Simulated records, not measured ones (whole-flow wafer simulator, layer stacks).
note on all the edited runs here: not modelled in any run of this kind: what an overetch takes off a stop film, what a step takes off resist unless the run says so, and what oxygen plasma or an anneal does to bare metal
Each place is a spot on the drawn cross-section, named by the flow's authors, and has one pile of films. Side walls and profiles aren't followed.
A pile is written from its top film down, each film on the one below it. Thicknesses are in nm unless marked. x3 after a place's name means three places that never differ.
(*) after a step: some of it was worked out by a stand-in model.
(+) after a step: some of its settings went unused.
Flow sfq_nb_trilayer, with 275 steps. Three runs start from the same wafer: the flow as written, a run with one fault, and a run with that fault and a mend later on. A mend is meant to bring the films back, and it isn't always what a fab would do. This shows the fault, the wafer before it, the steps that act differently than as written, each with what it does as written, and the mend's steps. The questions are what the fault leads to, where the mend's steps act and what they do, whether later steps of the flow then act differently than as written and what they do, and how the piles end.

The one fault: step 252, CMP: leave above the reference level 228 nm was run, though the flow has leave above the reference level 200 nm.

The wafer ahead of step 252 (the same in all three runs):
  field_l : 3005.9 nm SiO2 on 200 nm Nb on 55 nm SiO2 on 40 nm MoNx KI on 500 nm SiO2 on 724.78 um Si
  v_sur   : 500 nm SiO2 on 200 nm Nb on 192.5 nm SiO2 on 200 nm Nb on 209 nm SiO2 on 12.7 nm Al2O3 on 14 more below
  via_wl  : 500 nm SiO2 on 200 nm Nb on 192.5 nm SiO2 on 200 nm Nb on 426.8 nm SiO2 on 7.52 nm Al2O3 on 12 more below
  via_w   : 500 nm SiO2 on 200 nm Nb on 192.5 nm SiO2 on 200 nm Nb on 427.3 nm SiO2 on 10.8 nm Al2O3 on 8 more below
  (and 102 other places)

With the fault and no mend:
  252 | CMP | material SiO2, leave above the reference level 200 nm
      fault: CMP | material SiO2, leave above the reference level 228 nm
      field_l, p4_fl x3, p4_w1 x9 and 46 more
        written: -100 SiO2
        fault: -72 SiO2
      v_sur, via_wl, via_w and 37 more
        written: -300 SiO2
        fault: -272 SiO2
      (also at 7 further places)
  Later steps of the flow acting differently than as written (3 other steps are not shown; they differ only slightly, by no more than 2% or 0.5 nm, whichever is larger):
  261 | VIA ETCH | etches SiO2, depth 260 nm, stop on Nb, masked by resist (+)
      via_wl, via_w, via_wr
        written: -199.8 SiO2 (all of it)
        fault: -227.8 SiO2 (all of it)
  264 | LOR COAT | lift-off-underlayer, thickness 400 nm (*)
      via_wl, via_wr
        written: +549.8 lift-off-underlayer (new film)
        fault: +570.7 lift-off-underlayer (new film)
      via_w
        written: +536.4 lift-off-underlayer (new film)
        fault: +555.5 lift-off-underlayer (new film)
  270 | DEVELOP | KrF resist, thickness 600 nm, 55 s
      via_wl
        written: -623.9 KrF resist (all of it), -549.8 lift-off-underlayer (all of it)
        fault: -627.4 KrF resist (all of it), -570.7 lift-off-underlayer (all of it)
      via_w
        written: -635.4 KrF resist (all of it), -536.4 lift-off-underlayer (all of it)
        fault: -640.6 KrF resist (all of it), -555.5 lift-off-underlayer (all of it)
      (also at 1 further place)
  The piles end different from the flow's at v_sur, via_sp, via_v and 65 more by more than 2% or 0.5 nm, whichever is larger.
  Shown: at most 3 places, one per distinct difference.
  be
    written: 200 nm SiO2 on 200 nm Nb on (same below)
    fault: 228 nm SiO2 on 200 nm Nb on (same below)
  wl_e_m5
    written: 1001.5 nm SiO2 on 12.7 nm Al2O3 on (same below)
    fault: 1029.5 nm SiO2 on 12.7 nm Al2O3 on (same below)
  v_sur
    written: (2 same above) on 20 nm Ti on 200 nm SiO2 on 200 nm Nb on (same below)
    fault: (2 same above) on 20 nm Ti on 228 nm SiO2 on 200 nm Nb on (same below)

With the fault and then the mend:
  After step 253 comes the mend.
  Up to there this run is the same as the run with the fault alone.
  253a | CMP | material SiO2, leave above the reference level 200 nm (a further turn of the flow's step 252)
      field_l, v_sur, via_wl and 103 more
        -28 SiO2
  None of the later steps of the flow acts differently than as written at any place that is followed.
  By the end, the piles equal the flow's at every place that both follow.
